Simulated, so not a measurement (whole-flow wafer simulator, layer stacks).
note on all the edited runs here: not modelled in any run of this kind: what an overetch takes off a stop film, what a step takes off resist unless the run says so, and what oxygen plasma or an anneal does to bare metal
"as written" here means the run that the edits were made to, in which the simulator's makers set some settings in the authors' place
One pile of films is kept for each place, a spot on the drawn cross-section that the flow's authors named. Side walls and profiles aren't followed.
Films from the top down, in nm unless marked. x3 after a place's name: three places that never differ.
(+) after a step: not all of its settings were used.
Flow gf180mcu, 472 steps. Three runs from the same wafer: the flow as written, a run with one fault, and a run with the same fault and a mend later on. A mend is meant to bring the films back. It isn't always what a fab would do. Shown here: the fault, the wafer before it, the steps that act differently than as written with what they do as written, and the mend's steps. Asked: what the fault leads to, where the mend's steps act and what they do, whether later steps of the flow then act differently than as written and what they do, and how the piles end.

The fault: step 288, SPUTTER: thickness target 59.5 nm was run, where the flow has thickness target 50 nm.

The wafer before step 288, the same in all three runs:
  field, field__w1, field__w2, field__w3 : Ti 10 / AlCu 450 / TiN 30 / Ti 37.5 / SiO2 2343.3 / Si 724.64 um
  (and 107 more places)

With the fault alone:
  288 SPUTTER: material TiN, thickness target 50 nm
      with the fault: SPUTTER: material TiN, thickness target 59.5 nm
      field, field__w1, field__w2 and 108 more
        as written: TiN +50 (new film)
        with the fault: TiN +59.5 (new film)
  Later steps of the flow that act differently than as written (6 more steps differ only slightly, by at most 2% or 0.5 nm, whichever is larger, and aren't shown):
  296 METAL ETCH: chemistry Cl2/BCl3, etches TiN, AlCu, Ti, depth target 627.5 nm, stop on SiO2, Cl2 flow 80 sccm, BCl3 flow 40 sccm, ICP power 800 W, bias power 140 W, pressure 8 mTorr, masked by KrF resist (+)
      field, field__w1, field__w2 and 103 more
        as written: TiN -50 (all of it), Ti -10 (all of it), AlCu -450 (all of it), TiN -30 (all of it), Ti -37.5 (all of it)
        with the fault: TiN -59.5 (all of it), Ti -10 (all of it), AlCu -450 (all of it), TiN -30 (all of it), Ti -37.5 (all of it)
  At the end the piles differ from the flow's by more than 2% or 0.5 nm, whichever is larger, at field__w8, contact, m1, m1__w1, m1_nw.
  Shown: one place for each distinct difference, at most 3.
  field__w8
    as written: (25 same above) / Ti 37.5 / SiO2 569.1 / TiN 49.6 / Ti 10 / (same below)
    with the fault: (25 same above) / Ti 37.5 / SiO2 559.6 / TiN 59.1 / Ti 10 / (same below)
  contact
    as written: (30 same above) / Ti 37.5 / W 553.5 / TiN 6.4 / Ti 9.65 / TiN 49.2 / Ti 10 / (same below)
    with the fault: (30 same above) / Ti 37.5 / W 543.9 / TiN 6.44 / Ti 9.71 / TiN 58.7 / Ti 10 / (same below)

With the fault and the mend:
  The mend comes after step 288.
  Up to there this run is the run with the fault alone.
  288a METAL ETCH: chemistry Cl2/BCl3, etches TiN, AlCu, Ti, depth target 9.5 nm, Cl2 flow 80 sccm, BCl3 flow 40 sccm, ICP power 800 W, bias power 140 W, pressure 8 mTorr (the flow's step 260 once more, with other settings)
      field, field__w1, field__w2 and 108 more
        TiN -9.5
  No later step of the flow acts differently than as written at any place that is followed.
  At the end the piles are the same as the flow's at every place that both follow.
